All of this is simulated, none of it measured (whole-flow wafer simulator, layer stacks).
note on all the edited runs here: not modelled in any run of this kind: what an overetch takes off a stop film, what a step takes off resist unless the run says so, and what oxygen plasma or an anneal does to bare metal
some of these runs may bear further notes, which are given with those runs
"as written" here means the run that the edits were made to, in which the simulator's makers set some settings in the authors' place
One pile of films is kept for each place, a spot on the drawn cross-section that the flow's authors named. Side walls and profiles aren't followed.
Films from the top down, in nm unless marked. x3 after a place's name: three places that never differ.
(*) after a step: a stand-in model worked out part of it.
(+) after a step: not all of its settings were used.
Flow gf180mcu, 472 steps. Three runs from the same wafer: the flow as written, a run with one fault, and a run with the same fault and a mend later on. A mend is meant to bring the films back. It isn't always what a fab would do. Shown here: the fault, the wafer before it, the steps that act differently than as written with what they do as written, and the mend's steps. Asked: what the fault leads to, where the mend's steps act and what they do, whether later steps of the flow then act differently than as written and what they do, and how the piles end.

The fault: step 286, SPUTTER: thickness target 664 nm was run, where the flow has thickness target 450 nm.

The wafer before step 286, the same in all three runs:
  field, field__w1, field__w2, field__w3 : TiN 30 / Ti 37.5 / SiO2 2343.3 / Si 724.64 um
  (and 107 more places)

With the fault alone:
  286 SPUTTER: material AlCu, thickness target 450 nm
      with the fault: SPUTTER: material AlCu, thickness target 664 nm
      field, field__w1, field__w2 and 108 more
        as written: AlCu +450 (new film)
        with the fault: AlCu +664 (new film)
  Later steps of the flow that act differently than as written:
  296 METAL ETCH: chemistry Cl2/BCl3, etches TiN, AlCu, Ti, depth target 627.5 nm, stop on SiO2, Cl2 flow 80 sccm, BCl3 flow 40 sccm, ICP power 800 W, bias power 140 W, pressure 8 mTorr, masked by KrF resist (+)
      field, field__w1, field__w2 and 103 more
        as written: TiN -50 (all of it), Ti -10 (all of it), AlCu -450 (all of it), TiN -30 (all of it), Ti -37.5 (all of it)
        with the fault: TiN -50 (all of it), Ti -10 (all of it), AlCu -567.5
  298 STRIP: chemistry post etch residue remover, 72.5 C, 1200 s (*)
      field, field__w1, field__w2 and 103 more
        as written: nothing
        with the fault: AlCu -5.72
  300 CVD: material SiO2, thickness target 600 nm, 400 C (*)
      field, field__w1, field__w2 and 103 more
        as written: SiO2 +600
        with the fault: SiO2 +600 (new film)
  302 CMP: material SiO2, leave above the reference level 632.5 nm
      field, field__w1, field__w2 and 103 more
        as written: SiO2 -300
        with the fault: SiO2 -244.3
  At the end the piles differ from the flow's by more than 2% or 0.5 nm, whichever is larger, at field, field__w1, field__w2 and 109 more.
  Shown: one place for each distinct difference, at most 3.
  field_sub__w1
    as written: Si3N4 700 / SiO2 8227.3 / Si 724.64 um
    with the fault: Si3N4 700 / SiO2 5939.7 / AlCu 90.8 / TiN 30 / Ti 37.5 / SiO2 2343.2 / Si 724.64 um
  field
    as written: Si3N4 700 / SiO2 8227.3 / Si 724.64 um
    with the fault: Si3N4 700 / SiO2 5939.7 / AlCu 90.8 / TiN 30 / Ti 37.5 / SiO2 2343.3 / Si 724.64 um
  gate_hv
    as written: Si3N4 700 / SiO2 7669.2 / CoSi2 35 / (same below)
    with the fault: Si3N4 700 / SiO2 5939.7 / AlCu 90.8 / TiN 30 / Ti 37.5 / SiO2 1785.1 / CoSi2 35 / (same below)

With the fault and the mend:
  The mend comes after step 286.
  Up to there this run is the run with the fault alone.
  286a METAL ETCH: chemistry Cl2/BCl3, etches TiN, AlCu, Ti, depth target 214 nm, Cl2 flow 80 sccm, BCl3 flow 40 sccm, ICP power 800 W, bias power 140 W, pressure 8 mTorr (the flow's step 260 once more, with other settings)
      field, field__w1, field__w2 and 108 more
        AlCu -214
  No later step of the flow acts differently than as written at any place that is followed.
  At the end the piles are the same as the flow's at every place that both follow.
